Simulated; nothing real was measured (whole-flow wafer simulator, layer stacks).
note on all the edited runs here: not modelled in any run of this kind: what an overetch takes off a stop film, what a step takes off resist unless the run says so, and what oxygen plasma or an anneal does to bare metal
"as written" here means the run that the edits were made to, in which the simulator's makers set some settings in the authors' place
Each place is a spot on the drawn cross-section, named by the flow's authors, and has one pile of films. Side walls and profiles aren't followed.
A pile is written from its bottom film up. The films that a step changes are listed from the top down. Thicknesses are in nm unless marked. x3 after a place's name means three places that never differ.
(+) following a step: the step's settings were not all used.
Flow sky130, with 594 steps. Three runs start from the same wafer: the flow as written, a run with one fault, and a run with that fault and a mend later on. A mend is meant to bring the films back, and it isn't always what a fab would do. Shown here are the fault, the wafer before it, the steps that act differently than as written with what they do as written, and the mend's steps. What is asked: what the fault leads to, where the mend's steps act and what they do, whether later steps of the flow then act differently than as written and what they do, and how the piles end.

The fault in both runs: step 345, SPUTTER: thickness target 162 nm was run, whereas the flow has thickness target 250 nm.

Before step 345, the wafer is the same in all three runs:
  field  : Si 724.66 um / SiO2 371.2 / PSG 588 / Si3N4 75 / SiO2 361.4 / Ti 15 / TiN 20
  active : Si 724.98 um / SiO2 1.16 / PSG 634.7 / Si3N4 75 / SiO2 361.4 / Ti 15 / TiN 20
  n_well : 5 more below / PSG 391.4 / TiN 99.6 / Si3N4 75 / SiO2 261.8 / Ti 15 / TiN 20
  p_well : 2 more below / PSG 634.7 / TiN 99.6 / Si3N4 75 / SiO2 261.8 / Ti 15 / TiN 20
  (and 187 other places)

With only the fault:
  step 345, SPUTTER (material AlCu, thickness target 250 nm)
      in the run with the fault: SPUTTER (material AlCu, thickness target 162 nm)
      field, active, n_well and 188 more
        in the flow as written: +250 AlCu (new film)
        in the run with the fault: +162 AlCu (new film)
  Steps further on in the flow that do not act as written (3 other steps are not shown; they differ only slightly, by no more than 2% or 0.5 nm, whichever is larger):
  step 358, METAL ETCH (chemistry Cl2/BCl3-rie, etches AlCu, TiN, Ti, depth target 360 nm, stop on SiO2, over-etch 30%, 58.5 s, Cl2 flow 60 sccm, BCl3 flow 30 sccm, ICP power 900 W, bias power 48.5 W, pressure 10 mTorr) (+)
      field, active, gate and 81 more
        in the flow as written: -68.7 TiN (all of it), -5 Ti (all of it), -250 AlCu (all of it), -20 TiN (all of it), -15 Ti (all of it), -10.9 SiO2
        in the run with the fault: -68.7 TiN (all of it), -5 Ti (all of it), -162 AlCu (all of it), -20 TiN (all of it), -15 Ti (all of it), -19.7 SiO2
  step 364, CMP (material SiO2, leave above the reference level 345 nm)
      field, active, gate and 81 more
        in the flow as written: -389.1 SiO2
        in the run with the fault: -468.3 SiO2
  By the end, the piles at n_well, p_well, gate_hv and 122 more depart from the flow's by more than 2% or 0.5 nm, whichever is larger.
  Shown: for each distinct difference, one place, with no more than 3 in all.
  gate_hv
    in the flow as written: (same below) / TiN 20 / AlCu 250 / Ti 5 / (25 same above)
    in the run with the fault: (same below) / TiN 20 / AlCu 162 / Ti 5 / (25 same above)
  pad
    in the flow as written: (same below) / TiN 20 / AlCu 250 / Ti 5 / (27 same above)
    in the run with the fault: (same below) / TiN 20 / AlCu 162 / Ti 5 / (27 same above)
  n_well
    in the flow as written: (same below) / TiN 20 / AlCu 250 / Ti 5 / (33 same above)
    in the run with the fault: (same below) / TiN 20 / AlCu 162 / Ti 5 / (33 same above)

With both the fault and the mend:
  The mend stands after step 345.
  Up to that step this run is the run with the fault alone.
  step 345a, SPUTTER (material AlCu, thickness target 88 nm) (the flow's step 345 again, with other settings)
      field, active, n_well and 188 more
        +88 AlCu
  Later steps of the flow that are run all act as written at every place that is followed.
  By the end, the piles equal the flow's at every place that both follow.
